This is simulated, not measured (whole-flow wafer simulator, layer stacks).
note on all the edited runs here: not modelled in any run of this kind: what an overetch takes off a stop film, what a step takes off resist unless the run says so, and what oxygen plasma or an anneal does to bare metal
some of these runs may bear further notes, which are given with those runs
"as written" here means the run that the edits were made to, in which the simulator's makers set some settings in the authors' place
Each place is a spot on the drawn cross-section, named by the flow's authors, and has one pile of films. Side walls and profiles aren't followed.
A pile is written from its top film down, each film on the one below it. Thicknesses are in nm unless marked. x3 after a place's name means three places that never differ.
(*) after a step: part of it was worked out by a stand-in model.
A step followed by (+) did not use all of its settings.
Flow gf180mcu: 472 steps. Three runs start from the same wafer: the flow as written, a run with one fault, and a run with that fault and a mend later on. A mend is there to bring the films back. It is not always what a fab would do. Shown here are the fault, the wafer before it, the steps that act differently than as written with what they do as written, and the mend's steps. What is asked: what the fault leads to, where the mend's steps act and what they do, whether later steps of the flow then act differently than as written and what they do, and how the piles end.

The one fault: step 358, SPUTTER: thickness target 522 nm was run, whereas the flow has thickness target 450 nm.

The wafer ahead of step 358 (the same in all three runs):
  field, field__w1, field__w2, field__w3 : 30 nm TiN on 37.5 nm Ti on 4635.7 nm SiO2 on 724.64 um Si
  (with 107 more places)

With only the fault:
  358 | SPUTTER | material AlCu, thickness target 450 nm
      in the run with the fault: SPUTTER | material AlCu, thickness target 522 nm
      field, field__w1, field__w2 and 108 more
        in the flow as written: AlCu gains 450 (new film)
        in the run with the fault: AlCu gains 522 (new film)
  Steps later in the flow that act otherwise than as written:
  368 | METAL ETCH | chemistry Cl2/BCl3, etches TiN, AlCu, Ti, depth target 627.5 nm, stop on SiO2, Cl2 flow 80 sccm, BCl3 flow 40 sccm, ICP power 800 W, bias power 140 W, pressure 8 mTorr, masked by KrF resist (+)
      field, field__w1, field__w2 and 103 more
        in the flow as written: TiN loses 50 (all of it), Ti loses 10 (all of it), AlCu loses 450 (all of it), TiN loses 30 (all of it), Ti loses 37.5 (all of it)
        in the run with the fault: TiN loses 50 (all of it), Ti loses 10 (all of it), AlCu loses 522 (all of it), TiN loses 30 (all of it), Ti loses 15.5
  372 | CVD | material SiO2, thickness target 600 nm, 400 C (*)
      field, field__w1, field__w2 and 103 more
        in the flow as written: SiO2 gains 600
        in the run with the fault: SiO2 gains 600 (new film)
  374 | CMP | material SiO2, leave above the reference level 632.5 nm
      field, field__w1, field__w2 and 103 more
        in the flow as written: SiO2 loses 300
        in the run with the fault: SiO2 loses 250
  The piles end different from the flow's at field, field__w1, field__w2 and 109 more by more than 2% or 0.5 nm, whichever is larger.
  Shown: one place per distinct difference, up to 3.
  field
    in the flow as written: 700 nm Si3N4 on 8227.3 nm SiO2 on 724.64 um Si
    in the run with the fault: 700 nm Si3N4 on 3641.6 nm SiO2 on 22 nm Ti on 4635.7 nm SiO2 on 724.64 um Si
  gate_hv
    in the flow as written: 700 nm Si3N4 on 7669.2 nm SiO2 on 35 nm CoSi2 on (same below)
    in the run with the fault: 700 nm Si3N4 on 3641.6 nm SiO2 on 22 nm Ti on 4077.6 nm SiO2 on 35 nm CoSi2 on (same below)
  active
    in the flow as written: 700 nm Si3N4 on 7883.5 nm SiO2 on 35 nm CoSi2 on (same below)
    in the run with the fault: 700 nm Si3N4 on 3641.6 nm SiO2 on 22 nm Ti on 4291.9 nm SiO2 on 35 nm CoSi2 on (same below)

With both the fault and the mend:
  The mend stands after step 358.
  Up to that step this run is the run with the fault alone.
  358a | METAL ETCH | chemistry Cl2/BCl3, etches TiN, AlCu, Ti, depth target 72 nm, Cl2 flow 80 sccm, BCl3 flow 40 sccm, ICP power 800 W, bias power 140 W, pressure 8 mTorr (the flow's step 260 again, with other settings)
      field, field__w1, field__w2 and 108 more
        AlCu loses 72
  None of the later steps of the flow acts differently than as written at any place that is followed.
  By the end, the piles equal the flow's at every place that both follow.
